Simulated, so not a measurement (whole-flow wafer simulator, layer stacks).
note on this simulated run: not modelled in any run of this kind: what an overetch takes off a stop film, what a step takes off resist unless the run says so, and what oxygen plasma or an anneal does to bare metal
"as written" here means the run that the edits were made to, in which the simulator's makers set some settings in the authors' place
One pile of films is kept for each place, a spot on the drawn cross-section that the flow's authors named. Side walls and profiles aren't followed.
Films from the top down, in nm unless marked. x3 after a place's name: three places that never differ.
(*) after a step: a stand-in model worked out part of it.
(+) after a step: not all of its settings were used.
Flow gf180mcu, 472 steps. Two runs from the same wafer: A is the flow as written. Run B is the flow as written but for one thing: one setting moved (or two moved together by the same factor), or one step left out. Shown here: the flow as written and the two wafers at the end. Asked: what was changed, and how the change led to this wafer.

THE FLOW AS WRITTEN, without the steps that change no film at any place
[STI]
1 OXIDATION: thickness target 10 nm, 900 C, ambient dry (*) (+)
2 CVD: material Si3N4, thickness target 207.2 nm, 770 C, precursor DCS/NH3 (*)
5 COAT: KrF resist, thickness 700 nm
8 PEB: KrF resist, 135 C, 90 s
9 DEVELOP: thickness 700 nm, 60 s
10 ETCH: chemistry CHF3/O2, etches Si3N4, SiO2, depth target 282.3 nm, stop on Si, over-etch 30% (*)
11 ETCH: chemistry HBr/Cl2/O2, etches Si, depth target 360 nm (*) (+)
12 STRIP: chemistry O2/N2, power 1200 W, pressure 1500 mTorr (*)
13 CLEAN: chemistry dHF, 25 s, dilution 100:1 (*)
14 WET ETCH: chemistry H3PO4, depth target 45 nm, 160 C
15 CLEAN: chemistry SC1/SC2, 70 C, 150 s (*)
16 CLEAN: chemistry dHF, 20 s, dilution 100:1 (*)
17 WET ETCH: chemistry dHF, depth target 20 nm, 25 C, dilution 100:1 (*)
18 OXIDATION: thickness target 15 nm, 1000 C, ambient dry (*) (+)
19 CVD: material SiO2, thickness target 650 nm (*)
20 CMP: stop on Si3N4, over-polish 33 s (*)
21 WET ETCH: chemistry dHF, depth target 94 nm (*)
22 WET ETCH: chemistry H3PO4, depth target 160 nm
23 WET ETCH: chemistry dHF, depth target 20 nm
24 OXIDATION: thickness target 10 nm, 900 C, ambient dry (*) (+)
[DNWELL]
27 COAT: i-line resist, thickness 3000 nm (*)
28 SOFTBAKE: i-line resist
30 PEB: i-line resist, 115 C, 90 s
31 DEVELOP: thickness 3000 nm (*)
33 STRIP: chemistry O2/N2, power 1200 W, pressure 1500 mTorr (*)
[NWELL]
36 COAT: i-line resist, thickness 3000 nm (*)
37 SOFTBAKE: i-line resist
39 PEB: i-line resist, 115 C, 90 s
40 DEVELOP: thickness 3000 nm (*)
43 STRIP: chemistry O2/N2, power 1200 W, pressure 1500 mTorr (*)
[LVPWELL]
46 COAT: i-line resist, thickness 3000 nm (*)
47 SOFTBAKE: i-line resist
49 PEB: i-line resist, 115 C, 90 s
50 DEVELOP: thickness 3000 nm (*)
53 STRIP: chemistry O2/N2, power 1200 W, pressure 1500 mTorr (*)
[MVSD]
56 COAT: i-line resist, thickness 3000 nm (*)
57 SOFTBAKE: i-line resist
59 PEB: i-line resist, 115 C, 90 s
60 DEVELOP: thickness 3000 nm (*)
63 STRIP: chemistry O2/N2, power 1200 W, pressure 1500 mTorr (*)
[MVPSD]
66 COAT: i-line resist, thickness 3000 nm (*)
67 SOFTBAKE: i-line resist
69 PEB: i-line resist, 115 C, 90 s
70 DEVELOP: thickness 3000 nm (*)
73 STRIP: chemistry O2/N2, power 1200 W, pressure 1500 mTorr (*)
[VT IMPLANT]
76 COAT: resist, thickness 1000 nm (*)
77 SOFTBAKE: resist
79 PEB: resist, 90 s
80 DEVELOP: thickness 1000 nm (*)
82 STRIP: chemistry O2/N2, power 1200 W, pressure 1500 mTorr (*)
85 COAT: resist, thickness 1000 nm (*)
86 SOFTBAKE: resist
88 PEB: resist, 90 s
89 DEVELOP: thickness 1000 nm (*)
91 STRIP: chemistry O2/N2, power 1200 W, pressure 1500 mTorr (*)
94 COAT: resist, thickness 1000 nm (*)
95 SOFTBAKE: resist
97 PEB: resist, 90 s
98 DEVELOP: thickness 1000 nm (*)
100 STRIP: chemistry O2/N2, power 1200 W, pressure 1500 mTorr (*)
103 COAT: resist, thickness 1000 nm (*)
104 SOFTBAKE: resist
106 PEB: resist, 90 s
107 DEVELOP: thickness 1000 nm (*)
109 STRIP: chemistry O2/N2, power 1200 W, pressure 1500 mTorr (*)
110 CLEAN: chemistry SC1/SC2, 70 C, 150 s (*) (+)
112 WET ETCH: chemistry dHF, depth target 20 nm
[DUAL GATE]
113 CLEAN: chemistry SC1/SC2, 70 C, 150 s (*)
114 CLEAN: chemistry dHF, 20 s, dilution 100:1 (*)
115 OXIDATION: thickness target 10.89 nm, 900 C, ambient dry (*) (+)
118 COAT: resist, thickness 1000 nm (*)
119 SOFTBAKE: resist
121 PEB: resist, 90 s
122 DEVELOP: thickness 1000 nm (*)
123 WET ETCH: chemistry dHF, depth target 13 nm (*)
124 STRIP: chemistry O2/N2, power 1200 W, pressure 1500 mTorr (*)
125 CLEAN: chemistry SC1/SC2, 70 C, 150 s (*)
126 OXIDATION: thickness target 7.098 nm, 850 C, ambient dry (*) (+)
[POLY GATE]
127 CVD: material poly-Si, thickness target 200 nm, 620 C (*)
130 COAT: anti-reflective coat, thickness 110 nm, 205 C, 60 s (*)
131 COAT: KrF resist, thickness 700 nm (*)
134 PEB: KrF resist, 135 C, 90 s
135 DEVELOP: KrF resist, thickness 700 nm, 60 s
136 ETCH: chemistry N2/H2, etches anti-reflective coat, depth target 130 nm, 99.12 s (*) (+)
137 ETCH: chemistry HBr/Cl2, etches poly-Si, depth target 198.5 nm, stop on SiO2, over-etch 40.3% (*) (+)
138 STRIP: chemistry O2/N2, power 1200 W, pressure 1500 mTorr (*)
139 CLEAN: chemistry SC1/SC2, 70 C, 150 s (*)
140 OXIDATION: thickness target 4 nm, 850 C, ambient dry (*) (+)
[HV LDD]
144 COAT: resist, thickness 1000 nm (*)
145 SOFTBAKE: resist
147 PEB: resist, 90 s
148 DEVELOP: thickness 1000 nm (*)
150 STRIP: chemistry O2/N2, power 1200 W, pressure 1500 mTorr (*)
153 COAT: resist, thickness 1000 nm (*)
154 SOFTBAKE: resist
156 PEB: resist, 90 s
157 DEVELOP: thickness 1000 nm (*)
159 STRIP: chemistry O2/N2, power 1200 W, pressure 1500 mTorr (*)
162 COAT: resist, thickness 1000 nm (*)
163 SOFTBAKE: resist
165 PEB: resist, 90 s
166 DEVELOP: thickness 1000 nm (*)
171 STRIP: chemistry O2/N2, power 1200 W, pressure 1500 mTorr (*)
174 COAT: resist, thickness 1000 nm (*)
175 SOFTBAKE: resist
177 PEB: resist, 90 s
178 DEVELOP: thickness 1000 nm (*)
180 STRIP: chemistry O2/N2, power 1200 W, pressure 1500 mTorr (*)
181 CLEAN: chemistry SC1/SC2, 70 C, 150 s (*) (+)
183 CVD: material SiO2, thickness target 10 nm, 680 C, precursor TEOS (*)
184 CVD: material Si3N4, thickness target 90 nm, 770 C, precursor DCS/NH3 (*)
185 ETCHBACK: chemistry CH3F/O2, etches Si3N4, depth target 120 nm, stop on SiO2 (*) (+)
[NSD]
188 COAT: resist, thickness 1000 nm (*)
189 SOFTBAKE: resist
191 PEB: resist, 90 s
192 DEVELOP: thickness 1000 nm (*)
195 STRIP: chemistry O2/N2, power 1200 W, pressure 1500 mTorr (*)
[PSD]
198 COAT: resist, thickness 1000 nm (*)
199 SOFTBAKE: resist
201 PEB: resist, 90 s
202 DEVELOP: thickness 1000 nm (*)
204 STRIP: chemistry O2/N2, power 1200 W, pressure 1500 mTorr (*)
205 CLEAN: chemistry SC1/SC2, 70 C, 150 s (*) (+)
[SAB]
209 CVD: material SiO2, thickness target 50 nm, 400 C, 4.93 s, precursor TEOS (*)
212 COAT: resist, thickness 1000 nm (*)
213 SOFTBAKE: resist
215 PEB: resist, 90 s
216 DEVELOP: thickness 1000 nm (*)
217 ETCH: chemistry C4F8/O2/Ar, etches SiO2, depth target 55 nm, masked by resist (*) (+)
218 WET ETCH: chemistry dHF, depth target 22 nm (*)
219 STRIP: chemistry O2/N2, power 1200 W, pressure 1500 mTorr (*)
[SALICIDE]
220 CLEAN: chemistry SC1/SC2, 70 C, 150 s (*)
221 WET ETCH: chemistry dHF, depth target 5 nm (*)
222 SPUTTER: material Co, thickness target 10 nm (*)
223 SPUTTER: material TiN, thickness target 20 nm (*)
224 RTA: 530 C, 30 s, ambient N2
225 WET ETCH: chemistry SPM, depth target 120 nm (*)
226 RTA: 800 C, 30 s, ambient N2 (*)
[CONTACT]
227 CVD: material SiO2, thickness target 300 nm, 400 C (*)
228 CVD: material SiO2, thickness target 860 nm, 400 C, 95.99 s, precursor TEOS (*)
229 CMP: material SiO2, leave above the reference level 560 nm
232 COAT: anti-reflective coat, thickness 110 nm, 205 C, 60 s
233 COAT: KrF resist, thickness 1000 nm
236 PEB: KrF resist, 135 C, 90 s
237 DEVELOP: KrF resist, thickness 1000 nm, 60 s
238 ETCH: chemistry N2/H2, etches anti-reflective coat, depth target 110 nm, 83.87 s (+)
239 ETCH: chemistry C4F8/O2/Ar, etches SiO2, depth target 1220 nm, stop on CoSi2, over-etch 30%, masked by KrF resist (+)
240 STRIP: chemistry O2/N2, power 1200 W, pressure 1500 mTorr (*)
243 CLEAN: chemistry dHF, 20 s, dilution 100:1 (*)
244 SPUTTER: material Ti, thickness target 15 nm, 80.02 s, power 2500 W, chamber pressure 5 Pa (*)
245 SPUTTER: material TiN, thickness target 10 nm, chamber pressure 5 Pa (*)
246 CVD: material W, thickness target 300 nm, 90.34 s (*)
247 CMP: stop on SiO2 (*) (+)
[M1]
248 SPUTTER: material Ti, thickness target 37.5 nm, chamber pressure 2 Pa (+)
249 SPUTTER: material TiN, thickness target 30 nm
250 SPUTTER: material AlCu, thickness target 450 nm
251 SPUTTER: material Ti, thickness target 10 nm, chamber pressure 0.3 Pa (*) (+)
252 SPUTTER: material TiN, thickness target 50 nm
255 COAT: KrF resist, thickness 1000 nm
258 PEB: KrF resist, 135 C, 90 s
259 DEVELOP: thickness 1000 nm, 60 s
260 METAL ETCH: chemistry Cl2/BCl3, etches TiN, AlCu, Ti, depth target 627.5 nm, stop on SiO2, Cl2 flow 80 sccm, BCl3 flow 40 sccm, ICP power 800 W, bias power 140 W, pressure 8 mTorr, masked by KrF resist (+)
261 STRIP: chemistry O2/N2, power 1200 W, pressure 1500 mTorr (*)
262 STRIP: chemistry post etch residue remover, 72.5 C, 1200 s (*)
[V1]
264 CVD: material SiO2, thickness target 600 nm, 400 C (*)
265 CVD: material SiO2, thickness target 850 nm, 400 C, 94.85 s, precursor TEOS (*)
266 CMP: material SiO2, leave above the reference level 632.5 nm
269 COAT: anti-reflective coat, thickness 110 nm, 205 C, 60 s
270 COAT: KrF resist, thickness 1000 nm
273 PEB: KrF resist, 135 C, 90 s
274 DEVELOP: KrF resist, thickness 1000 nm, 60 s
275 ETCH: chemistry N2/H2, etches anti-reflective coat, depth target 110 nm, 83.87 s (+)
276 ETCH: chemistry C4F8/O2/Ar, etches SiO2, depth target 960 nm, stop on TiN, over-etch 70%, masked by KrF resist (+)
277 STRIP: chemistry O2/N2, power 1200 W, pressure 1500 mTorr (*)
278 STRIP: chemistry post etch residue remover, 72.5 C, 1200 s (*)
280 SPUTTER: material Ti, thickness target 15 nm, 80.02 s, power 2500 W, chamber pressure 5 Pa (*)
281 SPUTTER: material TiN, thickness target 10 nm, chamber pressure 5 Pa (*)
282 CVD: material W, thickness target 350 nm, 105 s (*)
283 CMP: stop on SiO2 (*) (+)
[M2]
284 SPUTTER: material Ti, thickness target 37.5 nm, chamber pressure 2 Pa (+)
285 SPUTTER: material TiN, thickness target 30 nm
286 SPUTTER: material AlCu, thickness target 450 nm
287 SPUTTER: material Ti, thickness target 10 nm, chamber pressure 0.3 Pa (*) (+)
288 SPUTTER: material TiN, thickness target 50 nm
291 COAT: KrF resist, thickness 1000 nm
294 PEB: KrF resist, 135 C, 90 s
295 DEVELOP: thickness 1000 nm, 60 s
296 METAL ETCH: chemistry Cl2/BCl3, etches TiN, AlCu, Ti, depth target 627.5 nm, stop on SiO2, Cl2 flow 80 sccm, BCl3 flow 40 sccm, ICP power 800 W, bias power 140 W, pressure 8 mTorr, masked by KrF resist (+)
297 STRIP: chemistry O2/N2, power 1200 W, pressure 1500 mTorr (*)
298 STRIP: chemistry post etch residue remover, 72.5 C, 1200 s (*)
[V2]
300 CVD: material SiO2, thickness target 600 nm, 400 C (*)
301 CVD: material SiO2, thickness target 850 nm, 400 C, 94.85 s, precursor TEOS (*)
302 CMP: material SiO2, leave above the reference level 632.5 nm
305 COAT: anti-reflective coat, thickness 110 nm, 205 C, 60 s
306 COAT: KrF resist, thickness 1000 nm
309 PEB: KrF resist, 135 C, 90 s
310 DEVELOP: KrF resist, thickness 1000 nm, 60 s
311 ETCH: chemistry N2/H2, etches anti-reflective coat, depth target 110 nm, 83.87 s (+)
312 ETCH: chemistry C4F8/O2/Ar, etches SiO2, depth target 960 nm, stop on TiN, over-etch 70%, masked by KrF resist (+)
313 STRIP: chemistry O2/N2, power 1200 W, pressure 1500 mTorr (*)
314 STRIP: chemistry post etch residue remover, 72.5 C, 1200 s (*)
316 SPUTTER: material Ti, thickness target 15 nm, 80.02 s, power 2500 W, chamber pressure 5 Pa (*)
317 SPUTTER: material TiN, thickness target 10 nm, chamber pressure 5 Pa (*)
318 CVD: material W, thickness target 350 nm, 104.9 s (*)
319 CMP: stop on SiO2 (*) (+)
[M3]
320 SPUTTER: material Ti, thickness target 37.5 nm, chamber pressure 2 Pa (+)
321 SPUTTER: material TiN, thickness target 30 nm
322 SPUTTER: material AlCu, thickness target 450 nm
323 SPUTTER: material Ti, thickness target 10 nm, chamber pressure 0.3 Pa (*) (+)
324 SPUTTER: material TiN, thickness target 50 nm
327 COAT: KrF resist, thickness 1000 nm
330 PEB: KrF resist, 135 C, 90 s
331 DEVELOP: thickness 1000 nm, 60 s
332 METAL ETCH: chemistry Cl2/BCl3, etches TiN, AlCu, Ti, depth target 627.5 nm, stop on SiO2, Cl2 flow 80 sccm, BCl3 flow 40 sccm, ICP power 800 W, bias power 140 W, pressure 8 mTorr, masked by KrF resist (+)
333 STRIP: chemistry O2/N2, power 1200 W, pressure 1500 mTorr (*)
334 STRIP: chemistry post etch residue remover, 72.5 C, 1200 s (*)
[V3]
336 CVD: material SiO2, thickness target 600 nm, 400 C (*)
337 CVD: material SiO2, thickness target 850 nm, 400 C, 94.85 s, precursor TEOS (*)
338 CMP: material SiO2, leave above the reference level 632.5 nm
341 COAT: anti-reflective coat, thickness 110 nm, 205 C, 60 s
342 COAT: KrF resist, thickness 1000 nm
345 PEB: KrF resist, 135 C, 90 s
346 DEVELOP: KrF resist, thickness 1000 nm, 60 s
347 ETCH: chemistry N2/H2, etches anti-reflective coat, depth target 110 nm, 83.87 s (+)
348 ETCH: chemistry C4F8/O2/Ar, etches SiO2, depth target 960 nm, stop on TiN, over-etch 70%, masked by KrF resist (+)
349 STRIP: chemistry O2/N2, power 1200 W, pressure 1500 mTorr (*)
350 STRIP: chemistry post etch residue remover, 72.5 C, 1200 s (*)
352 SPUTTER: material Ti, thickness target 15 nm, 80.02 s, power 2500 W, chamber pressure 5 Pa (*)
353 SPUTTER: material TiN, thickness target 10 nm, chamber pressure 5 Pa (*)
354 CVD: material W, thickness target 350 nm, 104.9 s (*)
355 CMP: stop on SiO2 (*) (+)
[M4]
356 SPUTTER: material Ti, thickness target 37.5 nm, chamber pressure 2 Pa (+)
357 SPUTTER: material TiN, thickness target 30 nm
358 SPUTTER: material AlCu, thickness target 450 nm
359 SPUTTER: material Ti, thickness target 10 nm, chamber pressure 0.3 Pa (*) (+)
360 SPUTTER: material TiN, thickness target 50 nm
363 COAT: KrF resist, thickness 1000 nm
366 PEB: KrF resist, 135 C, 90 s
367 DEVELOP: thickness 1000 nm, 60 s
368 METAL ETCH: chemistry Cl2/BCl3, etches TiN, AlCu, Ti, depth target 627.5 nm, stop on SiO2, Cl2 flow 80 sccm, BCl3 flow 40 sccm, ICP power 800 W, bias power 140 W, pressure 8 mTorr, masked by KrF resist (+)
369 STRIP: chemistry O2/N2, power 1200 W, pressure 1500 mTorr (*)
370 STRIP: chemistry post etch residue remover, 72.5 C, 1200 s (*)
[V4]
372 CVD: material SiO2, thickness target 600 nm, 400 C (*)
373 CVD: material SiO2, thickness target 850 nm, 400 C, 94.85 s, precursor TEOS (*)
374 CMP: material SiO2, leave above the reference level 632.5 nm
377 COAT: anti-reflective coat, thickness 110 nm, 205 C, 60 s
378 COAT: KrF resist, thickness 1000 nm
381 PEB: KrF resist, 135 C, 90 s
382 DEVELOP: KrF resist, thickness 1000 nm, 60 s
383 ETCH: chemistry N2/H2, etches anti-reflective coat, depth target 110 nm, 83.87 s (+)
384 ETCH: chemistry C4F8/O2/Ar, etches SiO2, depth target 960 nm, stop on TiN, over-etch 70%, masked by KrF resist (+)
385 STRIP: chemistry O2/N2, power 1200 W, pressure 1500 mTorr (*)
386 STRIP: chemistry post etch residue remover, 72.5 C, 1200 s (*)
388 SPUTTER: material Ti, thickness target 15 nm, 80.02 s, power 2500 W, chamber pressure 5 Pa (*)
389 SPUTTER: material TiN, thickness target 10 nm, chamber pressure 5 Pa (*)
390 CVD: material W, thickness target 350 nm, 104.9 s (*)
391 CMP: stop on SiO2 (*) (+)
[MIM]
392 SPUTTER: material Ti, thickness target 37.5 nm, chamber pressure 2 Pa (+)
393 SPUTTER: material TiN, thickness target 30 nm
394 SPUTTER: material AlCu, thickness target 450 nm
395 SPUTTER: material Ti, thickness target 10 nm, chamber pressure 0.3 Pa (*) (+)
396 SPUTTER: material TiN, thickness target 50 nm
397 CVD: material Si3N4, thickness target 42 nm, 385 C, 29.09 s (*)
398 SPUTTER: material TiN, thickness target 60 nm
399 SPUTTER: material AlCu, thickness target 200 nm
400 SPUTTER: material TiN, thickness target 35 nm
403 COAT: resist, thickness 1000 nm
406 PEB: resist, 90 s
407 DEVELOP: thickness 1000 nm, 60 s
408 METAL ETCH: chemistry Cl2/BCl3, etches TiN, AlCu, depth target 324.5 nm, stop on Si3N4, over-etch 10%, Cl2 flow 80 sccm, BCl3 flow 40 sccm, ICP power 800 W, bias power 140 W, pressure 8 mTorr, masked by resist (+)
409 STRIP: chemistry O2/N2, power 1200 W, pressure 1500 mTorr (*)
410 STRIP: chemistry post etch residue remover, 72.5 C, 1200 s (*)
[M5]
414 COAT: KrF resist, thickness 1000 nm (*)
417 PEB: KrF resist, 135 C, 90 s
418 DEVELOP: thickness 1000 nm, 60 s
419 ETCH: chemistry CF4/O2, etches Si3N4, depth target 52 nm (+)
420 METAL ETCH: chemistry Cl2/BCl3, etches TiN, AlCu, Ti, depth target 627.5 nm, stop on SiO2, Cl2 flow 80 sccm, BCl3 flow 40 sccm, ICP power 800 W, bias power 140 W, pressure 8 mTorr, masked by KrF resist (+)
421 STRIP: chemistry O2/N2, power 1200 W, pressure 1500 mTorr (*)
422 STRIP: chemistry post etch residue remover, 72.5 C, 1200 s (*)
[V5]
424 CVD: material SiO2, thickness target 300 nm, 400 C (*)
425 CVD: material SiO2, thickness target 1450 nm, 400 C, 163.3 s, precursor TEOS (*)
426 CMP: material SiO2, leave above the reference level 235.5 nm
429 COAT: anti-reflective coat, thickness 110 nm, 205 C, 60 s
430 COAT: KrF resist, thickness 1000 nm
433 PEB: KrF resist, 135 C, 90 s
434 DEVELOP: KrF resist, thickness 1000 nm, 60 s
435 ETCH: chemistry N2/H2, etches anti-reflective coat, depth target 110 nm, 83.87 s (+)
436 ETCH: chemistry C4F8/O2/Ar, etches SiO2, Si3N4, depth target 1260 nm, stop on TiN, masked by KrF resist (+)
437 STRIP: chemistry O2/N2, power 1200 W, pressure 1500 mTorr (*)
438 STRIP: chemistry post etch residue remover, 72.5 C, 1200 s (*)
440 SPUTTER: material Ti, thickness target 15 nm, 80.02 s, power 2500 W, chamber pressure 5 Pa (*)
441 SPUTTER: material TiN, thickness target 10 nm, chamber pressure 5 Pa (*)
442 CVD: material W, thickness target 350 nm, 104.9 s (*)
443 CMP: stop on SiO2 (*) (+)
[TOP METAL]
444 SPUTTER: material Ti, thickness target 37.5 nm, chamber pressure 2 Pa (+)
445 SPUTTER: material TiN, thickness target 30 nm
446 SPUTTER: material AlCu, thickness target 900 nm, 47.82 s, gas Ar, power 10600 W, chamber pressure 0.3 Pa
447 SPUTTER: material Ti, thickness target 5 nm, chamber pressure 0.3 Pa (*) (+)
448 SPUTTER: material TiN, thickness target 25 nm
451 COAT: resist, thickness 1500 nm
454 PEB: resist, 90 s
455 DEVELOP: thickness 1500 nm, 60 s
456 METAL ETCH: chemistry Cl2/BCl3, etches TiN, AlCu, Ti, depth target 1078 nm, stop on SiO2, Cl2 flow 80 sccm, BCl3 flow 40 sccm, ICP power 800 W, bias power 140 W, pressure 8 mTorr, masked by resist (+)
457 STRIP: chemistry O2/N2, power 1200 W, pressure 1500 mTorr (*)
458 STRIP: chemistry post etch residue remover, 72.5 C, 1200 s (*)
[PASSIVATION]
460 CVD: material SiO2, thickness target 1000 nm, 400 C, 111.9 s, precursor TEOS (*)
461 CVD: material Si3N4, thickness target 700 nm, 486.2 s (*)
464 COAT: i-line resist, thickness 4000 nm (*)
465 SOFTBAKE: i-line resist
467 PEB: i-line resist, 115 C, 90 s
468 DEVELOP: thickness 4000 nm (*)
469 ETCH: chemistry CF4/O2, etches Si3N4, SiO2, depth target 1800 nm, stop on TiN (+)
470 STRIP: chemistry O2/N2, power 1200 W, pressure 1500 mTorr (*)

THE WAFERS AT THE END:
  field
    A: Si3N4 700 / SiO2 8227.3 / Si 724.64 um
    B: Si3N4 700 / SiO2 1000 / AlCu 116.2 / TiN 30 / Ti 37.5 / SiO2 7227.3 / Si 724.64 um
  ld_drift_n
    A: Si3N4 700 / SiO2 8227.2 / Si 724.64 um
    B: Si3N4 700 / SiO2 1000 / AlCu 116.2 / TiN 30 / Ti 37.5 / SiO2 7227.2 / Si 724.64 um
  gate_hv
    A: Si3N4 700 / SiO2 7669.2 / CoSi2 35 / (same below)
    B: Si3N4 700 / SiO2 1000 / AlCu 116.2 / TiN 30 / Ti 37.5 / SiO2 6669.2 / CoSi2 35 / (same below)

The cause: step 456, METAL ETCH: depth target 808.1 nm was run, where the flow has depth target 1078 nm.

How the change led to this, step by step:
  456 METAL ETCH: chemistry Cl2/BCl3, etches TiN, AlCu, Ti, depth target 1078 nm, stop on SiO2, Cl2 flow 80 sccm, BCl3 flow 40 sccm, ICP power 800 W, bias power 140 W, pressure 8 mTorr, masked by resist (+)
      field, field__w1, field__w2 and 103 more: A TiN -25 (all of it), Ti -5 (all of it), AlCu -900 (all of it), TiN -30 (all of it), Ti -37.5 (all of it) | B TiN -25 (all of it), Ti -5 (all of it), AlCu -778.1
      field__w8, contact, m1, m1__w1, pad, m1_nw: A resist -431 | B resist -323.2
  457 STRIP: chemistry O2/N2, power 1200 W, pressure 1500 mTorr (*)
      field__w8, contact, m1, m1__w1, pad, m1_nw: A resist -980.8 (all of it) | B resist -1088.5 (all of it)
  458 STRIP: chemistry post etch residue remover, 72.5 C, 1200 s (*)
      field, field__w1, field__w2 and 103 more: A nothing | B AlCu -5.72
  460 CVD: material SiO2, thickness target 1000 nm, 400 C, 111.9 s, precursor TEOS (*)
      field, field__w1, field__w2 and 103 more: A SiO2 +1000 | B SiO2 +1000 (new film)
  464 COAT: i-line resist, thickness 4000 nm (*)
      field__w8: A i-line resist +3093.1 (new film) | B i-line resist +3255.8 (new film)
      contact: A i-line resist +3153.6 (new film) | B i-line resist +3299.2 (new film)
      (and at 4 more places)
  465 SOFTBAKE: i-line resist
      field__w5, field__w9: A i-line resist +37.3 | B i-line resist +28.1
      pplus_u, ppoly_u: A i-line resist +38 | B i-line resist +28.4
      (and at 65 more places)
  467 PEB: i-line resist, 115 C, 90 s
      field__w8, m1__w1: A i-line resist -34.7 | B i-line resist -37.6
      contact, m1: A i-line resist -35.1 | B i-line resist -37.9
      (and at 2 more places)
  468 DEVELOP: thickness 4000 nm (*)
      pad: A i-line resist -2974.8 (all of it) | B i-line resist -3154.1 (all of it)
  470 STRIP: chemistry O2/N2, power 1200 W, pressure 1500 mTorr (*)
      field__w8, m1__w1: A i-line resist -1787.7 (all of it) | B i-line resist -1964.8 (all of it)
      contact: A i-line resist -1811.2 (all of it) | B i-line resist -1981.9 (all of it)
      (and at 2 more places)
Counting metal films that touch as one body, field has 1 body; the flow as written gives 0 bodies.
Counting metal films that touch as one body, ld_drift_n has 1 body; the flow as written gives 0 bodies.
Counting metal films that touch as one body, gate_hv has 2 bodies (between them, from the top down: SiO2 6669.2); the flow as written gives 1 body.
